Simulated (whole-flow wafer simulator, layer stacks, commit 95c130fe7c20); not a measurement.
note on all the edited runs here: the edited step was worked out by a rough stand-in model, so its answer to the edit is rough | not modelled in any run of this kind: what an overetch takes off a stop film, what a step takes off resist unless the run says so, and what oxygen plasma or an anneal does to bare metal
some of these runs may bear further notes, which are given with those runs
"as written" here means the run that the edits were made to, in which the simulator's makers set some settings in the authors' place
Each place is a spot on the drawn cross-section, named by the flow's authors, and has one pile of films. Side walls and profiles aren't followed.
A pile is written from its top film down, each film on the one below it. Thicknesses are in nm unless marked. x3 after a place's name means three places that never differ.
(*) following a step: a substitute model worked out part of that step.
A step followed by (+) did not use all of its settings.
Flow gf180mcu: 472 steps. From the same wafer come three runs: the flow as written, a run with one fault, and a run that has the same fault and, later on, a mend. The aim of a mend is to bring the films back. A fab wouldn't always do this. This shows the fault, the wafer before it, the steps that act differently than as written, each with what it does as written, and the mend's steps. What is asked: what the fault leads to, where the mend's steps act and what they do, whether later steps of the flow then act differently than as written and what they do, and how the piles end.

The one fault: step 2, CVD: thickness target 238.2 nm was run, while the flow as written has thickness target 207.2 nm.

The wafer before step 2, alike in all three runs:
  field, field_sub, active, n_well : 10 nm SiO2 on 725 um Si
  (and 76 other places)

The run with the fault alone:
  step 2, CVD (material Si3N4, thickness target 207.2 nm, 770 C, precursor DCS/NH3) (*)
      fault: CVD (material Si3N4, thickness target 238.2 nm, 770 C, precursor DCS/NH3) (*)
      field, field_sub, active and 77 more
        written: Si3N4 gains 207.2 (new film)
        fault: Si3N4 gains 238.2 (new film)
  Steps later in the flow that act otherwise than as written (88 other steps are not shown; they differ only slightly, by no more than 2% or 0.5 nm, whichever is larger):
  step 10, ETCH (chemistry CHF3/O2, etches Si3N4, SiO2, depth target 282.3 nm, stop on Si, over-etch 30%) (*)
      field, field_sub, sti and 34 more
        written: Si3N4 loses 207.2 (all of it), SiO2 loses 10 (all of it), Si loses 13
        fault: Si3N4 loses 238.2 (all of it), SiO2 loses 10 (all of it), Si loses 6.82
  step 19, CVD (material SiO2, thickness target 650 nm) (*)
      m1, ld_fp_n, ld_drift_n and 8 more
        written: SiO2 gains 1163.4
        fault: SiO2 gains 1194.5
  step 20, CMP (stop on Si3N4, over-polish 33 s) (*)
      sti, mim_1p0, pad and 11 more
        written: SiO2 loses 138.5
        fault: SiO2 loses 107.4
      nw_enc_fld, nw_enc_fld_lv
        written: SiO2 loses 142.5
        fault: SiO2 loses 111.4
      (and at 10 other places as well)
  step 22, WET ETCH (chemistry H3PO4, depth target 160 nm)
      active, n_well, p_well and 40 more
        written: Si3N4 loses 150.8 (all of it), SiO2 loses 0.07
        fault: Si3N4 loses 160.1
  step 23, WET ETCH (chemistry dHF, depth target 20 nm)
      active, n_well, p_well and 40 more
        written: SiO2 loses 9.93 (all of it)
        fault: Si3N4 loses 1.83
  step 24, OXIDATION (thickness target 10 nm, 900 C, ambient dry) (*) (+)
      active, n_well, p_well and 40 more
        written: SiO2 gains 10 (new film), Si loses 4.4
        fault: nothing
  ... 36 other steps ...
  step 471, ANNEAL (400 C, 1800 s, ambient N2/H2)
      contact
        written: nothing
        fault: under 49 films: void gains 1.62 (new film), Ti loses 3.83, TiSi first gains 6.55 (new film), Si loses 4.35
  At field__w8, active, n_well and 56 more, the piles at the end differ from the flow's by more than 2% or 0.5 nm, whichever is larger.
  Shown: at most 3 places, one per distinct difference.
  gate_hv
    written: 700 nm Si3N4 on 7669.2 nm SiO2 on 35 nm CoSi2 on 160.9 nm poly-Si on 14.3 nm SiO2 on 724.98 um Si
    fault: 700 nm Si3N4 on 7682.3 nm SiO2 on 35 nm CoSi2 on 160.9 nm poly-Si on 16.9 nm Si3N4 on 10 nm SiO2 on 725 um Si
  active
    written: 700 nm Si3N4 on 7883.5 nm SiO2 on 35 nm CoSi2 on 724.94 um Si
    fault: 700 nm Si3N4 on 7883.4 nm SiO2 on 11.7 nm Si3N4 on 10 nm SiO2 on 725 um Si
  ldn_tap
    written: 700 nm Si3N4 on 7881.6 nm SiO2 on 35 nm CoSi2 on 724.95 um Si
    fault: 700 nm Si3N4 on 7881.9 nm SiO2 on 13.1 nm Si3N4 on 10 nm SiO2 on 725 um Si

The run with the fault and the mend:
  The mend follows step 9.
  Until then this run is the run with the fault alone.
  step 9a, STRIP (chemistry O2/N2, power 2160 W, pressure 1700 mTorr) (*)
      active, n_well, p_well and 40 more
        KrF resist loses 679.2 (all of it)
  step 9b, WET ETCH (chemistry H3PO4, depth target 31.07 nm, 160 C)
      field, field_sub, active and 77 more
        Si3N4 loses 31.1
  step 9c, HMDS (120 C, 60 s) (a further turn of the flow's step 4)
      leaves every film unchanged at each place that is followed
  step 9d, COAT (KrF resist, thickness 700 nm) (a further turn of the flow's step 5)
      field, field_sub, active and 77 more
        KrF resist gains 700 (new film)
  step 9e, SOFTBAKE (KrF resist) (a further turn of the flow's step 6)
      leaves every film unchanged at each place that is followed
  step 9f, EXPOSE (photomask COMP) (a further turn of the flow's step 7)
      leaves every film unchanged at each place that is followed
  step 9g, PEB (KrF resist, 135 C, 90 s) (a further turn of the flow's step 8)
      field, field_sub, active and 77 more
        KrF resist loses 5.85
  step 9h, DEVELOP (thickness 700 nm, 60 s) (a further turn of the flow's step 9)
      active, n_well, p_well and 40 more
        KrF resist loses 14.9
      field, field_sub, sti and 34 more
        KrF resist loses 694.2 (all of it)
  Later steps of the flow that are run all act as written at every place that is followed, up to a difference of at most 2% or 0.5 nm, whichever is larger.
  At every place that both follow, the piles at the end match the flow's.
